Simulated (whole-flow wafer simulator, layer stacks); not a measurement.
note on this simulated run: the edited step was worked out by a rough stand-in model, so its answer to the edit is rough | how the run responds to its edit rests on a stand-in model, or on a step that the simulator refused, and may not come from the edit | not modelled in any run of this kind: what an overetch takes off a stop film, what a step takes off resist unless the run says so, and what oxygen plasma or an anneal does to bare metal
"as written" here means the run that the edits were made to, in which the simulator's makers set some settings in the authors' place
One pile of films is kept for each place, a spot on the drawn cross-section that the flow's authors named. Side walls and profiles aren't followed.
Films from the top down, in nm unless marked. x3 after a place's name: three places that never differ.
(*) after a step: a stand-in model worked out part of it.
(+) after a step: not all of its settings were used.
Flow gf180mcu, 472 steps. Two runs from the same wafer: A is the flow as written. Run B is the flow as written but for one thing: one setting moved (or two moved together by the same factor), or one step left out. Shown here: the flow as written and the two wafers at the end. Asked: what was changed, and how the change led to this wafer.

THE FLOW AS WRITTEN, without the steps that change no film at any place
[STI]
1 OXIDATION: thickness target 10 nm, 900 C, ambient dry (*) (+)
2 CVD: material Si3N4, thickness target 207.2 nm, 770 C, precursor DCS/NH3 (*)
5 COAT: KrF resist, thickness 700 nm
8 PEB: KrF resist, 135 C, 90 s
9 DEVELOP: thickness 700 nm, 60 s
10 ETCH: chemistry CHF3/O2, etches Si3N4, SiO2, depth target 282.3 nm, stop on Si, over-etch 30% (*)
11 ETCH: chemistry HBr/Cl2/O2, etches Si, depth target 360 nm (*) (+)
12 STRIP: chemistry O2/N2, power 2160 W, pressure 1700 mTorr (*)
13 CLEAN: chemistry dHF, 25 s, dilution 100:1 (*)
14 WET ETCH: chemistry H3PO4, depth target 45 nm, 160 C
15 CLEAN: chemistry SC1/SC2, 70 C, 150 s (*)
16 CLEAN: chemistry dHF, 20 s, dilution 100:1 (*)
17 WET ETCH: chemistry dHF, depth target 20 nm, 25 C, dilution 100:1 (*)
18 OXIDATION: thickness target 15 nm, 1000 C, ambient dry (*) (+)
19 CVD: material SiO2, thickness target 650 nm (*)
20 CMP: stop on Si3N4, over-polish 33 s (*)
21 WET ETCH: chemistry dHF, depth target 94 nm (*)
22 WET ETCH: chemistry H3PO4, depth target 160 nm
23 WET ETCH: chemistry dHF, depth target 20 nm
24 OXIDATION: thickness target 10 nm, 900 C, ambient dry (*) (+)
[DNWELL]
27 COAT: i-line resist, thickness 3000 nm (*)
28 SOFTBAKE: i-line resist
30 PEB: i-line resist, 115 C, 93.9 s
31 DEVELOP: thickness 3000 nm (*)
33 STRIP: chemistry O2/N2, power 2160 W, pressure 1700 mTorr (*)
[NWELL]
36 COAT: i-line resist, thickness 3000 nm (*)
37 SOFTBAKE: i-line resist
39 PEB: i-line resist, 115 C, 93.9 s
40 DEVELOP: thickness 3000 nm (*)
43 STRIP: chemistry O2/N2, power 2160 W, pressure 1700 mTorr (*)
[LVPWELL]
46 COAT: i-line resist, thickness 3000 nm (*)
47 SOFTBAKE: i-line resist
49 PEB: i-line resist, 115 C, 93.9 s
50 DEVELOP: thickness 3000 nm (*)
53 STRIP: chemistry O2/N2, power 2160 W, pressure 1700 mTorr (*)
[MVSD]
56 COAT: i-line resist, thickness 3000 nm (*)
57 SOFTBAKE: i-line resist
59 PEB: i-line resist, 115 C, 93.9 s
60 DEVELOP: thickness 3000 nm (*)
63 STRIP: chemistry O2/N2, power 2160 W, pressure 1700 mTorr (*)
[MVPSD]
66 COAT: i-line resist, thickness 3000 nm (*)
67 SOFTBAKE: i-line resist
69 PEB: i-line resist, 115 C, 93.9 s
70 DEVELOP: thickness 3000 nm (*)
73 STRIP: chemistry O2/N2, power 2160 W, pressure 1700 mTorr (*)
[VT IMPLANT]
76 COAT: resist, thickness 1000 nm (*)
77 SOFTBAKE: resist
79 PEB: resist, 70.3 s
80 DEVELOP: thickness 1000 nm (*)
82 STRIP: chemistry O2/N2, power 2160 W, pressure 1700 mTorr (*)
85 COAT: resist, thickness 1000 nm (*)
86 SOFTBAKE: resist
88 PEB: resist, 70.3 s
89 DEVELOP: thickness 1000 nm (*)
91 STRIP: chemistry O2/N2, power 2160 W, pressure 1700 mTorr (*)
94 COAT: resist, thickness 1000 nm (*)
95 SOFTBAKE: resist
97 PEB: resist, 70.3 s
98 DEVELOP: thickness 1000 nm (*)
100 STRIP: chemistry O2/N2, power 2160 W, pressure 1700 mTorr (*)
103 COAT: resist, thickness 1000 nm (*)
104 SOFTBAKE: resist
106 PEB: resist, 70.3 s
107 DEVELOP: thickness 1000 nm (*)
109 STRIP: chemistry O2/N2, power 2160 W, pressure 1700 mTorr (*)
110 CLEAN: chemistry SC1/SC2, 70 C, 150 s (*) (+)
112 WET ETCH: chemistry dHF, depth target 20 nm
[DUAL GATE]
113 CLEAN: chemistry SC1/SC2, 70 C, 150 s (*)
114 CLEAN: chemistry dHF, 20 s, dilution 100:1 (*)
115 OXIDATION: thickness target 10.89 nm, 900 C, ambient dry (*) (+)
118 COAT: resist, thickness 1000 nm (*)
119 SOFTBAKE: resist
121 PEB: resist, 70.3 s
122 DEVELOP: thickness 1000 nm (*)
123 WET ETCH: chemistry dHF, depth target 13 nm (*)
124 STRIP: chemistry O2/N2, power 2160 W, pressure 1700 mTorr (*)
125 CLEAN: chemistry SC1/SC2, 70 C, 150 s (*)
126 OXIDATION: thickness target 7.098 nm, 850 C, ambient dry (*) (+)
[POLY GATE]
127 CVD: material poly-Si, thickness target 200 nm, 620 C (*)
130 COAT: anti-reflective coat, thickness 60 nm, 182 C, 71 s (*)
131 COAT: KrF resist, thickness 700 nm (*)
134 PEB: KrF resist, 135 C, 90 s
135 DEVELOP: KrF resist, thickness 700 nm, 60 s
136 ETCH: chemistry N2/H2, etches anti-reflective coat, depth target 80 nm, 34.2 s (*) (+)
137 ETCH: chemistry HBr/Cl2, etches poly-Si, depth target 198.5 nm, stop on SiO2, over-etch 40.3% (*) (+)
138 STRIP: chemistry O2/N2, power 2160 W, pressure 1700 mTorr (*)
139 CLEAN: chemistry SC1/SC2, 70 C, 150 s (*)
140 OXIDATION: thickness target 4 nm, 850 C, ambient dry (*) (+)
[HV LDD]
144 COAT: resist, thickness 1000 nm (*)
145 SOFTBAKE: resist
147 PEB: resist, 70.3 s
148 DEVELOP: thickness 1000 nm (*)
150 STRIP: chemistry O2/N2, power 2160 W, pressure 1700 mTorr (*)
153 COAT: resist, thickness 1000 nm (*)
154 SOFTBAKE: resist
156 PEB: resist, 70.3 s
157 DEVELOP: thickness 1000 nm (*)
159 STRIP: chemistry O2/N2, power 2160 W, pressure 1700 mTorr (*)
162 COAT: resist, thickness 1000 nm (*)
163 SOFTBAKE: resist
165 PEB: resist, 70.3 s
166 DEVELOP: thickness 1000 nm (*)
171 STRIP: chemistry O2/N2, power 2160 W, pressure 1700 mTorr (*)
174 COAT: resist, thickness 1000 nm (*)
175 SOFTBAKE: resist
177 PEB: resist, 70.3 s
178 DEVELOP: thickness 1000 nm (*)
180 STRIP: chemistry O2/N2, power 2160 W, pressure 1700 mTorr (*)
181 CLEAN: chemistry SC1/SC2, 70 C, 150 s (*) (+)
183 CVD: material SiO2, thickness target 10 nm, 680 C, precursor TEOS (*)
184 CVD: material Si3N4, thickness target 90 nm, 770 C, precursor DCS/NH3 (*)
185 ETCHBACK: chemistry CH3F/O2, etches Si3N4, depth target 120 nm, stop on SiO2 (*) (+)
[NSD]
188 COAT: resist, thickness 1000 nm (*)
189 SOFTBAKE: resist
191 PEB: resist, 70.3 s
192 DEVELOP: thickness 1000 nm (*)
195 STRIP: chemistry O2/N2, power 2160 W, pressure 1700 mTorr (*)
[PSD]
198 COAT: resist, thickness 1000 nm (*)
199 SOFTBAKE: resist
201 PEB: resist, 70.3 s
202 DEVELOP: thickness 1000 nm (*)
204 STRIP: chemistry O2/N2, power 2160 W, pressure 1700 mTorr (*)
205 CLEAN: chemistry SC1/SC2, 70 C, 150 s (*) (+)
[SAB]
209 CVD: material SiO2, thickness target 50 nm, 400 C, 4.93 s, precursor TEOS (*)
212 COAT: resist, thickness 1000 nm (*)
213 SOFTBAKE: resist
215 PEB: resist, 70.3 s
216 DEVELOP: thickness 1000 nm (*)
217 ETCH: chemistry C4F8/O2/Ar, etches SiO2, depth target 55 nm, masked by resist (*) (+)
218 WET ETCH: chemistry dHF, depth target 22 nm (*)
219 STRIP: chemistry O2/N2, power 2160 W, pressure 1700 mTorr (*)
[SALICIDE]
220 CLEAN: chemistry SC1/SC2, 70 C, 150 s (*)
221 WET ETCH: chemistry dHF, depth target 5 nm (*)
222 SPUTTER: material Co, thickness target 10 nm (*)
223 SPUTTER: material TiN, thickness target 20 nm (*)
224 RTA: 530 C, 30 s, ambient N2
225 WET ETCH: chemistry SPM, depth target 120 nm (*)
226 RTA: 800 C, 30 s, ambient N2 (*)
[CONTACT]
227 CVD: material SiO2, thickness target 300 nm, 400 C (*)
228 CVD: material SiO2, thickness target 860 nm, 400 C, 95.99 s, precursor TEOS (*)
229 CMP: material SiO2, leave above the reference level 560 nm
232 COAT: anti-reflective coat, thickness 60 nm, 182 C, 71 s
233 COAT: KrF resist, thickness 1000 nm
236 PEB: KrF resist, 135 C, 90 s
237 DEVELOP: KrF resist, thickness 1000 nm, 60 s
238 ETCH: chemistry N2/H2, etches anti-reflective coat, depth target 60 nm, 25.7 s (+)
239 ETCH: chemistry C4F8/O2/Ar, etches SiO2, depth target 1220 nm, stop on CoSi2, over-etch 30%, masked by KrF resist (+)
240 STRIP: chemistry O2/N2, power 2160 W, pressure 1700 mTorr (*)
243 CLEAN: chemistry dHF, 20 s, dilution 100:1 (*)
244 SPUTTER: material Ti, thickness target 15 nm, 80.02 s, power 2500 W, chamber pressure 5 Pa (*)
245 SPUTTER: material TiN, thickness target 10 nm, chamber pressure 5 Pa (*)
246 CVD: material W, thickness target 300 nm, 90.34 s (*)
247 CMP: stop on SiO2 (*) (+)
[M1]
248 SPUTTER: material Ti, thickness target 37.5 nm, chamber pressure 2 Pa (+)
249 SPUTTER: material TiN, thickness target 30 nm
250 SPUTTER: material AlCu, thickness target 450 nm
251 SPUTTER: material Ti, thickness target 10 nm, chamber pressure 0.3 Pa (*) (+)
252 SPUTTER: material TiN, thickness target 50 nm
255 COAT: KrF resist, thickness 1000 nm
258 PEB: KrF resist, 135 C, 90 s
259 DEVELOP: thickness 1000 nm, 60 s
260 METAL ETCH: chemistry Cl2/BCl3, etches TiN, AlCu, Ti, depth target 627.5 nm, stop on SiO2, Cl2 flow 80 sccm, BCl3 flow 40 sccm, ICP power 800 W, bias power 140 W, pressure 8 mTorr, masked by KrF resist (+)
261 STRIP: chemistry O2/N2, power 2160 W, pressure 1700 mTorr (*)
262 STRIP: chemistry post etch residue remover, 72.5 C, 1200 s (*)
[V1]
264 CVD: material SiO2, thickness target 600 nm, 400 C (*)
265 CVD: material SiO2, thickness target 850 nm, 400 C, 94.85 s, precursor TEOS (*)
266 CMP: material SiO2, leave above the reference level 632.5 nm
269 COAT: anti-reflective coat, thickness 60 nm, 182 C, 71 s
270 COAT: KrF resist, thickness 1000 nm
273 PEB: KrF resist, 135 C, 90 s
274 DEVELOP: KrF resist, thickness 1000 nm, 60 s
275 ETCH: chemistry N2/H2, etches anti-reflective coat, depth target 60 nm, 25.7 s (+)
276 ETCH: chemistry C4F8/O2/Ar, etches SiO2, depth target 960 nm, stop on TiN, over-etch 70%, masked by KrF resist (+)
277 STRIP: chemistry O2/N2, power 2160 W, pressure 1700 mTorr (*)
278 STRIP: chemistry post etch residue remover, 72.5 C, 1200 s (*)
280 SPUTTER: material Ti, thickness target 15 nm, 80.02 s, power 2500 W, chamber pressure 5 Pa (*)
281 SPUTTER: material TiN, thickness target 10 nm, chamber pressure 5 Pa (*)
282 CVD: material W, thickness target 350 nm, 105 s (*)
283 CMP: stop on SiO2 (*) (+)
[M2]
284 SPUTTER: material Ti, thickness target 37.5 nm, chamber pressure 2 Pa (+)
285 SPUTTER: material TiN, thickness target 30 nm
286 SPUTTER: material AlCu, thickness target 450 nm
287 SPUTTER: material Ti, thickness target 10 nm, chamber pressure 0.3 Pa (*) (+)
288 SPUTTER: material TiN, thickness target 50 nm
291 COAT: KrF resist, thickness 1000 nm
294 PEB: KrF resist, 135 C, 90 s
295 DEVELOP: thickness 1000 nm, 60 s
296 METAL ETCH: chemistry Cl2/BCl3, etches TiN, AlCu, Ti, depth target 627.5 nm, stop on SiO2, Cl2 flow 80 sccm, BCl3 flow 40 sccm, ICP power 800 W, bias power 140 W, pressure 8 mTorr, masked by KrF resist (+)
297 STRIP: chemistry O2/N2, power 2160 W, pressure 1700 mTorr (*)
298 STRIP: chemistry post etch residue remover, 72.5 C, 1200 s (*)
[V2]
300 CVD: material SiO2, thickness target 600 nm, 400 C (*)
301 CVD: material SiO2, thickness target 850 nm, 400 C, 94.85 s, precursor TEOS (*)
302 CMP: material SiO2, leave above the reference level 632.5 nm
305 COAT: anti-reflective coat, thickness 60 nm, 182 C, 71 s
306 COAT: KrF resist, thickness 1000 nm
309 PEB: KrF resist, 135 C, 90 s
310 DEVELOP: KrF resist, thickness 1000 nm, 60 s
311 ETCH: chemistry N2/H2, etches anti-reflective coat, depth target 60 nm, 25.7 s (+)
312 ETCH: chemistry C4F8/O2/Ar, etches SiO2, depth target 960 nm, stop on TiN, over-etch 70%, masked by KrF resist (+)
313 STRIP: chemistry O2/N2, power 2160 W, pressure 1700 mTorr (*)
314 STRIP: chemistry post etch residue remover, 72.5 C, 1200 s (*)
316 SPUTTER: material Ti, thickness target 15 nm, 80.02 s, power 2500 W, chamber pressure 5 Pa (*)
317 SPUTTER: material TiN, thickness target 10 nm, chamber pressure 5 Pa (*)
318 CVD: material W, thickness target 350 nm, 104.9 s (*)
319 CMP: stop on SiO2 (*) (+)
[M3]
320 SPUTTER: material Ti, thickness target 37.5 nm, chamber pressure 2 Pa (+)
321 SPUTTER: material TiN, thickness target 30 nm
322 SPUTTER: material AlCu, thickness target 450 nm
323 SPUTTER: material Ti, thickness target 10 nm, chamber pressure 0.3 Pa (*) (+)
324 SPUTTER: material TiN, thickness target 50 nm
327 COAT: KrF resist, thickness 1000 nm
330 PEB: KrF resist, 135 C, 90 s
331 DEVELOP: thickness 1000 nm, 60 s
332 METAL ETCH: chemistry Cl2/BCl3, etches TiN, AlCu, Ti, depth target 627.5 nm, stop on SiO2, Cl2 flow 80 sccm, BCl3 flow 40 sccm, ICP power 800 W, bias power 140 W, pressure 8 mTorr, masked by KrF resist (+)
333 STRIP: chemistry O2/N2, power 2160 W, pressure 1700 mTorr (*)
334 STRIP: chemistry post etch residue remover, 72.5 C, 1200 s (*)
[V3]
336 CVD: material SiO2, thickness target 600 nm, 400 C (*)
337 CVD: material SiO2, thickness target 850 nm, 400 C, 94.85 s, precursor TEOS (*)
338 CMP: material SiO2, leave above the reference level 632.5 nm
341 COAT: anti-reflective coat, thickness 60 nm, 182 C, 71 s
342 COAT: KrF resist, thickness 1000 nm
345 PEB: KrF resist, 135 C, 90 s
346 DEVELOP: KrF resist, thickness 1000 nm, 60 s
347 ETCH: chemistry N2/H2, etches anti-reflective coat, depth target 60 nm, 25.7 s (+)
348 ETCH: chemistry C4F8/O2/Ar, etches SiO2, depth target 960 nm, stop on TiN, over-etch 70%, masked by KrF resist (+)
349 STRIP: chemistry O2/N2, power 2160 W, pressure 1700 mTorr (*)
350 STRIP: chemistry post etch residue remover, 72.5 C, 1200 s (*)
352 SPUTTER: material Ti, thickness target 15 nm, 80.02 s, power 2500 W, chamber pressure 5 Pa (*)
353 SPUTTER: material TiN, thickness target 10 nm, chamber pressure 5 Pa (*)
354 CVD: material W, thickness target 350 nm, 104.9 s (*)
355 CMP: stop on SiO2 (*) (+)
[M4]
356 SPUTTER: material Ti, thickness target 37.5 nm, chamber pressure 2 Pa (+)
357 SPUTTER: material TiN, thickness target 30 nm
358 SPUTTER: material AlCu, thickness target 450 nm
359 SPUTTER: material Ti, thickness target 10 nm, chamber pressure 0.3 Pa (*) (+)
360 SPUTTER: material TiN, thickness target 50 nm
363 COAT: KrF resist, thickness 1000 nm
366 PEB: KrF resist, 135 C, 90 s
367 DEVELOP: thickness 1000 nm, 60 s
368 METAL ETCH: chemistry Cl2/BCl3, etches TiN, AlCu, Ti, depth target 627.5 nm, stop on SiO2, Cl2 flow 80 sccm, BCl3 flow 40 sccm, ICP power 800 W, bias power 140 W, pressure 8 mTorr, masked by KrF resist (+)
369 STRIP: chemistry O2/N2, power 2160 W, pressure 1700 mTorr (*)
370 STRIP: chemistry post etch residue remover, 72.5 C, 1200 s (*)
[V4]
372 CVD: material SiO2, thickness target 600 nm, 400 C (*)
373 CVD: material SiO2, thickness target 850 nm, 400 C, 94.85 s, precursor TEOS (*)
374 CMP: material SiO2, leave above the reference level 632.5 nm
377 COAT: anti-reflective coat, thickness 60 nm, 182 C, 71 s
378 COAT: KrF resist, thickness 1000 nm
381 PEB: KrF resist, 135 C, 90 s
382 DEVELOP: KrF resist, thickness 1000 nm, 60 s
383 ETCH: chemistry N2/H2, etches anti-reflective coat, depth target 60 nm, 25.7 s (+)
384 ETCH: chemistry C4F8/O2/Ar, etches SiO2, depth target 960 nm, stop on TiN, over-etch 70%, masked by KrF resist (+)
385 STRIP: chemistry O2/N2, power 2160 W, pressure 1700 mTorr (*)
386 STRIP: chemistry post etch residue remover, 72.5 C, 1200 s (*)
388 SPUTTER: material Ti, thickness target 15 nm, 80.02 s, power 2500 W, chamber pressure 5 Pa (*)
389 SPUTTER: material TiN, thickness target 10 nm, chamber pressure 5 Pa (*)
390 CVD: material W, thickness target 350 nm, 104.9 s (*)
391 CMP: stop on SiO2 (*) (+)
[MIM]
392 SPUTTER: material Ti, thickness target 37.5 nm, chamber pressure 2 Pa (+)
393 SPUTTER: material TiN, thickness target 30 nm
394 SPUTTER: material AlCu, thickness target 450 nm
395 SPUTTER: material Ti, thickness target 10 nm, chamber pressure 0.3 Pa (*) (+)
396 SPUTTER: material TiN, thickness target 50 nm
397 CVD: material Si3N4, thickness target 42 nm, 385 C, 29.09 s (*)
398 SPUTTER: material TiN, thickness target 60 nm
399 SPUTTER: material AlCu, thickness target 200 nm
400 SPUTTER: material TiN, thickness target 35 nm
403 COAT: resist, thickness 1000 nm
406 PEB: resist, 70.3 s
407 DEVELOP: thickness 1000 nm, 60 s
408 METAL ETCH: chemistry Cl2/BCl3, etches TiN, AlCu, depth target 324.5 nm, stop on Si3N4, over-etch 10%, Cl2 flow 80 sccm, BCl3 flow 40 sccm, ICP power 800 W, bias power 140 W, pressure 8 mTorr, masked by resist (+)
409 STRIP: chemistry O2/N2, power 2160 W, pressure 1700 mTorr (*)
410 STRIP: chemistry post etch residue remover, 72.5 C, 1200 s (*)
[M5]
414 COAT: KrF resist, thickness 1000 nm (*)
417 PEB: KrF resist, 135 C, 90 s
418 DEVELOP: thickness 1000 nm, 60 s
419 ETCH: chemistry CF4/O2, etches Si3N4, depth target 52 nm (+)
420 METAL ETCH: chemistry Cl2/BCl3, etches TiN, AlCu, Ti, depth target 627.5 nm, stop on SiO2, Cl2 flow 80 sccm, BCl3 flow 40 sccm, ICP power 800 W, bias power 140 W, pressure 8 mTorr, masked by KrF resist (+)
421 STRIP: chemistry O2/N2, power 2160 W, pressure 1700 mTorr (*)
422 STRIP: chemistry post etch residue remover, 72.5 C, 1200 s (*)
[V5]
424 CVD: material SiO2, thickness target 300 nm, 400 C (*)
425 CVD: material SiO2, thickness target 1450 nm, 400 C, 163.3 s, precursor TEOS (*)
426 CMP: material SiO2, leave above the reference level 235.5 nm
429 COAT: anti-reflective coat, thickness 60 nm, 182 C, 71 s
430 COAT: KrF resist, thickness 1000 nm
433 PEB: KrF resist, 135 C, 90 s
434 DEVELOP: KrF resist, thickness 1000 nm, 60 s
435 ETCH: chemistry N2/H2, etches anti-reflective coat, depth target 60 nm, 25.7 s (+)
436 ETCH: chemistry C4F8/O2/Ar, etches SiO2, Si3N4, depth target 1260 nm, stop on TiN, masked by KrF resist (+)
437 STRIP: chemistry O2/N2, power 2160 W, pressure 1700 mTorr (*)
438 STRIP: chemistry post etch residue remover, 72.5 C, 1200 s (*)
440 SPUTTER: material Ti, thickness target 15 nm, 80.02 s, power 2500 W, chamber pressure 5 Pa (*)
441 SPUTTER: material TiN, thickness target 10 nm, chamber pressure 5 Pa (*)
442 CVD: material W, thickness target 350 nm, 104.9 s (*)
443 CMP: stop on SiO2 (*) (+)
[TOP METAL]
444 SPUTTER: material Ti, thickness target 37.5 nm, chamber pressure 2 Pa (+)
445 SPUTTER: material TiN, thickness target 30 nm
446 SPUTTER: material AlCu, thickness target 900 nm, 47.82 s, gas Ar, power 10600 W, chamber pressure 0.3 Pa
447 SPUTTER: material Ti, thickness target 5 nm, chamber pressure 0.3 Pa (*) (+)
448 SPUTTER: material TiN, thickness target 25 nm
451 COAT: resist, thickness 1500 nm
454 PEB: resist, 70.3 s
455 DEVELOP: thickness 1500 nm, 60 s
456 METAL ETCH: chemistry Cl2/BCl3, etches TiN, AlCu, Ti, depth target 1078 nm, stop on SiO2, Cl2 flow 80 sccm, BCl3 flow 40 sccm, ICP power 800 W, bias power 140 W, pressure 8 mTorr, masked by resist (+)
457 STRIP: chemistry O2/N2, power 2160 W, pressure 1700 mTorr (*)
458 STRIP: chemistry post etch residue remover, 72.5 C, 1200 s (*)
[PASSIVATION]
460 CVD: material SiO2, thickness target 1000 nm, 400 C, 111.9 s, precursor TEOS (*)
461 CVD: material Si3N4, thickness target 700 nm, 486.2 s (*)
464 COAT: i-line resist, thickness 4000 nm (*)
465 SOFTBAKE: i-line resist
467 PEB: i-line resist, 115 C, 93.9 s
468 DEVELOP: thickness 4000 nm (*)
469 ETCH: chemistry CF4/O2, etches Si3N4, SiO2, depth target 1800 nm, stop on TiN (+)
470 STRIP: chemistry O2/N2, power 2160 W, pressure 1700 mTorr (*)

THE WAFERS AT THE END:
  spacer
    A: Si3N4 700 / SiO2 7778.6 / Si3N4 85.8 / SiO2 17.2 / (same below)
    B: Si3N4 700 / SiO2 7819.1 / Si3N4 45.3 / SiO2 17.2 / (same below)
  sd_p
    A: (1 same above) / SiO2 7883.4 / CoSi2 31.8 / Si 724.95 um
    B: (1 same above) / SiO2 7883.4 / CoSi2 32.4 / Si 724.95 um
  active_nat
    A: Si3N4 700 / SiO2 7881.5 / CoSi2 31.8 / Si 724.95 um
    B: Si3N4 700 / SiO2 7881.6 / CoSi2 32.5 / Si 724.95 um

The cause: step 184, CVD: thickness target 49.5 nm was run, where the flow has thickness target 90 nm.

How the change led to this, step by step:
  184 CVD: material Si3N4, thickness target 90 nm, 770 C, precursor DCS/NH3 (*)
      field, field__w1, field__w2 and 101 more: A Si3N4 +90 (new film) | B Si3N4 +49.5 (new film)
  185 ETCHBACK: chemistry CH3F/O2, etches Si3N4, depth target 120 nm, stop on SiO2 (*) (+)
      field, field__w1, field__w2 and 98 more: A Si3N4 -90 (all of it), SiO2 -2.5 | B Si3N4 -49.5 (all of it), SiO2 -5.88
      p_well, sd_n: A Si3N4 -90 (all of it), SiO2 -2.5 | B Si3N4 -49.5 (all of it), SiO2 -5.87
  188 COAT: resist, thickness 1000 nm (*)
      spacer: A resist +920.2 (new film) | B resist +957 (new film)
  189 SOFTBAKE: resist
      ld_drn_p: A resist -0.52 | B nothing
      field: A resist +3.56 | B resist +3.05
      (and at 20 more places)
  191 PEB: resist, 70.3 s
      spacer: A resist -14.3 | B resist -15.2
  192 DEVELOP: thickness 1000 nm (*)
      spacer: A resist -905.9 (all of it) | B resist -941.9 (all of it)
  198 COAT: resist, thickness 1000 nm (*)
      spacer: A resist +920.2 (new film) | B resist +957 (new film)
  199 SOFTBAKE: resist
      ld_drn_p: A resist -0.52 | B nothing
      field: A resist +3.56 | B resist +3.05
      (and at 20 more places)
  201 PEB: resist, 70.3 s
      spacer: A resist -14.3 | B resist -15.2
  204 STRIP: chemistry O2/N2, power 2160 W, pressure 1700 mTorr (*)
      spacer: A resist -905.9 (all of it) | B resist -941.8 (all of it)
  212 COAT: resist, thickness 1000 nm (*)
      spacer: A resist +919.4 (new film) | B resist +956.2 (new film)
  213 SOFTBAKE: resist
      field__w9: A resist -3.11 | B resist +6.54
      field__w5: A resist +7.65 | B resist +6.79
      (and at 17 more places)
  215 PEB: resist, 70.3 s
      spacer: A resist -14.3 | B resist -15.2
  216 DEVELOP: thickness 1000 nm (*)
      spacer: A resist -905.1 (all of it) | B resist -941 (all of it)
  218 WET ETCH: chemistry dHF, depth target 22 nm (*)
      gate, gate_hv, gate_p and 23 more: A SiO2 -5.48 (all of it) | B SiO2 -2.1 (all of it)
      active, p_well, sd_n, iso_ptap_pw, iso_ntap_nw, iso_ptap_sub, vpnp_e: A SiO2 -9.01 (all of it) | B SiO2 -5.64 (all of it)
      (and at 16 more places)
  222 SPUTTER: material Co, thickness target 10 nm (*)
      field__w2: A Co +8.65 (new film) | B Co +9.27 (new film)
      field__w3: A Co +8.06 (new film) | B Co +8.89 (new film)
      (and at 4 more places)
  ... 4 more steps ...
  229 CMP: material SiO2, leave above the reference level 560 nm
      spacer: A SiO2 -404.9 | B SiO2 -364.4
